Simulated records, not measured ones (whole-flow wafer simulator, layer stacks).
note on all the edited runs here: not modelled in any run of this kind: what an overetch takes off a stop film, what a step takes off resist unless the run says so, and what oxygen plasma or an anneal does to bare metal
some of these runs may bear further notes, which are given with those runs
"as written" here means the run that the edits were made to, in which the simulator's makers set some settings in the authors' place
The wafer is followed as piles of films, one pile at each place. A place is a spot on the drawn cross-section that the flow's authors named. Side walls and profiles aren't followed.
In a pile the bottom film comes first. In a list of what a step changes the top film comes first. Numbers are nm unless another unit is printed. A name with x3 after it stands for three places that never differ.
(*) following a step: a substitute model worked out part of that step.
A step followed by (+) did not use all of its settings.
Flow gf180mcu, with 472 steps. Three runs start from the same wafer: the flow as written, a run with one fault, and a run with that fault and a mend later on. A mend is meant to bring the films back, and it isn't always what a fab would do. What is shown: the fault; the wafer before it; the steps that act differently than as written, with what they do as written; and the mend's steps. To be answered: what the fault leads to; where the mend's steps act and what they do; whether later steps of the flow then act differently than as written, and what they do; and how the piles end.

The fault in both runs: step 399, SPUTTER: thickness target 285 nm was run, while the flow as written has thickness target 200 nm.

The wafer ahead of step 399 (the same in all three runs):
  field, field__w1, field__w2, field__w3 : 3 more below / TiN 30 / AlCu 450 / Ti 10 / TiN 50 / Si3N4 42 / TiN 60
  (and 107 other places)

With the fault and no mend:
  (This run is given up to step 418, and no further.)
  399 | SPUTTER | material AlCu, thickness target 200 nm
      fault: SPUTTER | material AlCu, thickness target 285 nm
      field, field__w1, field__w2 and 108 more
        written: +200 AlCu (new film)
        fault: +285 AlCu (new film)
  Steps further on in the flow that do not act as written (3 more steps, not shown, differ only slightly: by at most 2% or 0.5 nm, whichever is larger):
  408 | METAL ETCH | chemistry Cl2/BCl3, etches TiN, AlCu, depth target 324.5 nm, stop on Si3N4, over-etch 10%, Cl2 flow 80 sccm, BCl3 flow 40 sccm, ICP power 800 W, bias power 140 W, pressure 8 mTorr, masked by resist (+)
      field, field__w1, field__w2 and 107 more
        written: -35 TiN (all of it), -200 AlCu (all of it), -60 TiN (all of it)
        fault: -35 TiN (all of it), -285 AlCu (all of it), -4.5 TiN
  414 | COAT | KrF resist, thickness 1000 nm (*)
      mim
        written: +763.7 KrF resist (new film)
        fault: +741.4 KrF resist (new film)
  After step 418, at field, field__w1, field__w2 and 109 more, the piles differ from the flow's by more than 2% or 0.5 nm, whichever is larger.
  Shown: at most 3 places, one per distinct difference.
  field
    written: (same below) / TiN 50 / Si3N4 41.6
    fault: (same below) / TiN 50 / Si3N4 42 / TiN 55.1
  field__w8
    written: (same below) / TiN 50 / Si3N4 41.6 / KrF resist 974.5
    fault: (same below) / TiN 50 / Si3N4 42 / TiN 55.1 / KrF resist 974.5
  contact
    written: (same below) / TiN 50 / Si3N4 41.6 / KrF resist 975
    fault: (same below) / TiN 50 / Si3N4 42 / TiN 55.1 / KrF resist 975

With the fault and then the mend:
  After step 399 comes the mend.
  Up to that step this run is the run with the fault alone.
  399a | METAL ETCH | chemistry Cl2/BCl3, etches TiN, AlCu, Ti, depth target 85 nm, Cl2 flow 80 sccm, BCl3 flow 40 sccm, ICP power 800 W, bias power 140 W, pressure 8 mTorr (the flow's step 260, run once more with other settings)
      field, field__w1, field__w2 and 108 more
        -85 AlCu
  Later steps of the flow that are run all act as written at every place that is followed.
  At every place that both follow, the piles at the end match the flow's.
